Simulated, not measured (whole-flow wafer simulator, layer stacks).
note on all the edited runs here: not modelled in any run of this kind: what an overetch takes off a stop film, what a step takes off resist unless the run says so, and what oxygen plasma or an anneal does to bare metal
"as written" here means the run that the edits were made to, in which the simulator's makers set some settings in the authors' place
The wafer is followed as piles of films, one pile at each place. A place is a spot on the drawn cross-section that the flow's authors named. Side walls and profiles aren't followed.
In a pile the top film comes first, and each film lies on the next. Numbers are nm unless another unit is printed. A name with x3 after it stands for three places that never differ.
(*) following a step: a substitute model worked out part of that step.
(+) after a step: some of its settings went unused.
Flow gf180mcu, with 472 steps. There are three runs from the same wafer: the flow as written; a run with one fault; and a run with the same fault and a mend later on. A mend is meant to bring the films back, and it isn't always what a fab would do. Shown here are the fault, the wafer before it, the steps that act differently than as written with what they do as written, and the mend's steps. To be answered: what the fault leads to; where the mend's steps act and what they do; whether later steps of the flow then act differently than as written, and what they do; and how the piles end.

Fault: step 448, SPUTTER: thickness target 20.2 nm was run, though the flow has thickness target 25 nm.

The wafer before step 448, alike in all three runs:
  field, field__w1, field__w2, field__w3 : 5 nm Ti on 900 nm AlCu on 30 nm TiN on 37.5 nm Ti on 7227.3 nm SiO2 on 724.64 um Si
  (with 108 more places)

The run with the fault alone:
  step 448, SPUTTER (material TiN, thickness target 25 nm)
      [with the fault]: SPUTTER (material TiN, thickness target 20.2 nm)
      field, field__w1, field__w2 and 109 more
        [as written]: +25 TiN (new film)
        [with the fault]: +20.2 TiN (new film)
  Later steps of the flow acting differently than as written (not shown: 5 more steps that differ only slightly, by at most 2% or 0.5 nm, whichever is larger):
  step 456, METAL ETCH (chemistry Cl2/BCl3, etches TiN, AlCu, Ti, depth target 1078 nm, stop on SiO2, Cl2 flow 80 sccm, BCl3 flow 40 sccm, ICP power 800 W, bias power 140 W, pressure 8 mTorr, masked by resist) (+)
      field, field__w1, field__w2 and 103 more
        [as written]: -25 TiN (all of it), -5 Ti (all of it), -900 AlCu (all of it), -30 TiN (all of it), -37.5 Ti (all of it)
        [with the fault]: -20.2 TiN (all of it), -5 Ti (all of it), -900 AlCu (all of it), -30 TiN (all of it), -37.5 Ti (all of it)
  The piles end different from the flow's at field__w8, contact, m1, m1__w1, pad, m1_nw by more than 2% or 0.5 nm, whichever is larger.
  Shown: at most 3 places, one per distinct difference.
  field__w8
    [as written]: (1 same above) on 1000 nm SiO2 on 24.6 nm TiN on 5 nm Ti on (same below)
    [with the fault]: (1 same above) on 1000 nm SiO2 on 19.8 nm TiN on 5 nm Ti on (same below)
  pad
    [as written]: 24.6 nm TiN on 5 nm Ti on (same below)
    [with the fault]: 19.8 nm TiN on 5 nm Ti on (same below)

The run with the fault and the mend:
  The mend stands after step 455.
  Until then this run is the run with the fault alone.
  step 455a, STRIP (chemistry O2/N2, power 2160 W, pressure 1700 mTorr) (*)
      field__w8, contact, m1, m1__w1, pad, m1_nw
        -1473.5 resist (all of it)
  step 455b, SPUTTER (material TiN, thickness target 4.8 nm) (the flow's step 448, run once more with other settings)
      field, field__w1, field__w2 and 109 more
        +4.8 TiN
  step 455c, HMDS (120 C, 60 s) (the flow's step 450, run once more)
      does not change any film at any place that is followed
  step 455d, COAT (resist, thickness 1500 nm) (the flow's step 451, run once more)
      field, field__w1, field__w2 and 109 more
        +1500 resist (new film)
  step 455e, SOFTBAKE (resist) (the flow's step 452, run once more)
      does not change any film at any place that is followed
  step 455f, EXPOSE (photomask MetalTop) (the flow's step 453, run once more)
      does not change any film at any place that is followed
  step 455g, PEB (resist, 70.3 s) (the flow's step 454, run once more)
      field, field__w1, field__w2 and 109 more
        -26.5 resist
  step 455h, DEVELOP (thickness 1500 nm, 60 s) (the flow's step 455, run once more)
      field, field__w1, field__w2 and 103 more
        -1473.5 resist (all of it)
  Every later step of the flow that is run acts as written at every place that is followed.
  The piles end the same as the flow's at every place that both follow.
